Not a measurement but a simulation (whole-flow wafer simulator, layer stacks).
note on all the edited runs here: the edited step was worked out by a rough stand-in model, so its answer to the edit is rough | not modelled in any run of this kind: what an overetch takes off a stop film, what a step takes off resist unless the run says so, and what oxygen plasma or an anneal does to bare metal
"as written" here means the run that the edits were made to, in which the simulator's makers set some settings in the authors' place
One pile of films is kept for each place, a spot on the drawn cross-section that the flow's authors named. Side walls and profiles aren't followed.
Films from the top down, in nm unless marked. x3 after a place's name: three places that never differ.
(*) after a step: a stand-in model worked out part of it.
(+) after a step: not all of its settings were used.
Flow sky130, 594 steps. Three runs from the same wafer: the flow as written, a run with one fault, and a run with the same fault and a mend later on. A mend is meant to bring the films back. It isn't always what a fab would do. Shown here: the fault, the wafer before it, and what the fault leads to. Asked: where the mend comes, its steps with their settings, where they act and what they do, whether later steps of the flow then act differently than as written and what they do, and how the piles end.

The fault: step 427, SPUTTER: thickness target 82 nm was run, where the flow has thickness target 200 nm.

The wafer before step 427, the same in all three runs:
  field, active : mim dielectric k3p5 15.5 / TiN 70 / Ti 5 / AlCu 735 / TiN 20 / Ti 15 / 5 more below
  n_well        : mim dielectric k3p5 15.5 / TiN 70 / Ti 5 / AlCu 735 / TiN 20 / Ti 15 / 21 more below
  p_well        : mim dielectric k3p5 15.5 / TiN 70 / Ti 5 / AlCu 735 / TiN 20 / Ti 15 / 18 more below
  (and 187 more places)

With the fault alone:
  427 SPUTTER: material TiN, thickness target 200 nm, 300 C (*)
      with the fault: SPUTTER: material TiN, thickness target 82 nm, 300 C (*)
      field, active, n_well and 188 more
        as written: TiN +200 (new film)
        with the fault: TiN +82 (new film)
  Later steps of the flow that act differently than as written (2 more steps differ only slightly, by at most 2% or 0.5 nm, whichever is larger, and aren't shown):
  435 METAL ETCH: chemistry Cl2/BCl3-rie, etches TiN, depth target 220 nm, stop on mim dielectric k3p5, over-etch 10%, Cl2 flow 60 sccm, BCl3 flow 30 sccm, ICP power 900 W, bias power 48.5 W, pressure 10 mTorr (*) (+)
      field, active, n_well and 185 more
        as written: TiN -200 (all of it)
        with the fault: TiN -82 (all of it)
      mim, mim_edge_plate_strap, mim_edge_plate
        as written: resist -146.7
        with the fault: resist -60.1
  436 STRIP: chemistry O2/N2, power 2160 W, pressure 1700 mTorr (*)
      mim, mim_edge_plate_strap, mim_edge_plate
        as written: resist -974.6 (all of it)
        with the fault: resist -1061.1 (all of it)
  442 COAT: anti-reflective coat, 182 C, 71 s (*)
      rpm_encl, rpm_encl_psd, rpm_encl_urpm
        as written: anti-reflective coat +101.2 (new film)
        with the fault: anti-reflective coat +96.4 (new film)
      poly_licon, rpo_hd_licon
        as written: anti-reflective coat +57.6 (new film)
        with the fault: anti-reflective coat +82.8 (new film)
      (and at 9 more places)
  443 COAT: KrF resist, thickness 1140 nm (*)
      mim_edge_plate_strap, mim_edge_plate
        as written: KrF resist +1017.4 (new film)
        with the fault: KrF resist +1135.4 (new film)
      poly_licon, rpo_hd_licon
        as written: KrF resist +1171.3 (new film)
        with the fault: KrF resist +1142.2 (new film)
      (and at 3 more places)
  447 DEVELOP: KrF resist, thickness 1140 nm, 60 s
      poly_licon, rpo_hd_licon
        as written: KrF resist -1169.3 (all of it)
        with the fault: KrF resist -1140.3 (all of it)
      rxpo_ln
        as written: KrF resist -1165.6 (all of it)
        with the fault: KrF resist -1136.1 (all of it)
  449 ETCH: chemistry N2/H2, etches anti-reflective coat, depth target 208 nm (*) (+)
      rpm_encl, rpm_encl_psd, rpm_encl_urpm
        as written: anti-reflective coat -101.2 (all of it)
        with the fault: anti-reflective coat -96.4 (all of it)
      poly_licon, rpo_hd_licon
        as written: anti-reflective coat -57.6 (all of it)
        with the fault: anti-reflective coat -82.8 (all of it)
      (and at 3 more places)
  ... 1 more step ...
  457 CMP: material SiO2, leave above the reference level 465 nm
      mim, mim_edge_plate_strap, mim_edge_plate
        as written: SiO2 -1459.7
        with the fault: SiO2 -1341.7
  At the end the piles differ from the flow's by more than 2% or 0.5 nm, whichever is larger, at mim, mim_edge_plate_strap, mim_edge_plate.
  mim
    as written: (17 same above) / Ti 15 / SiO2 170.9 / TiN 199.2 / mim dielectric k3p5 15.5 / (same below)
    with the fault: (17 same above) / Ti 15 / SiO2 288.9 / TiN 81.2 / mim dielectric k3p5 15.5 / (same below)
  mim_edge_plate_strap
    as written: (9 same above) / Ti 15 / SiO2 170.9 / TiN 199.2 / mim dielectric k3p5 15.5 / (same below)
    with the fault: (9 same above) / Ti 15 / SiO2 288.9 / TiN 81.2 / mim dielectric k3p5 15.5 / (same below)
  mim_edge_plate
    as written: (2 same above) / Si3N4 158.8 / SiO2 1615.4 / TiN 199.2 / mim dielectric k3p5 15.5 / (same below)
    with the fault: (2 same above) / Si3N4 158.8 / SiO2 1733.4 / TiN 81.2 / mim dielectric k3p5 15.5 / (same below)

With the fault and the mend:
  The mend comes after step 427.
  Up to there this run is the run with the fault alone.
  427a SPUTTER: material TiN, thickness target 118 nm, 300 C (*) (the flow's step 427 once more, with other settings)
      field, active, n_well and 188 more
        TiN +118
  No later step of the flow acts differently than as written at any place that is followed.
  At the end the piles are the same as the flow's at every place that both follow.
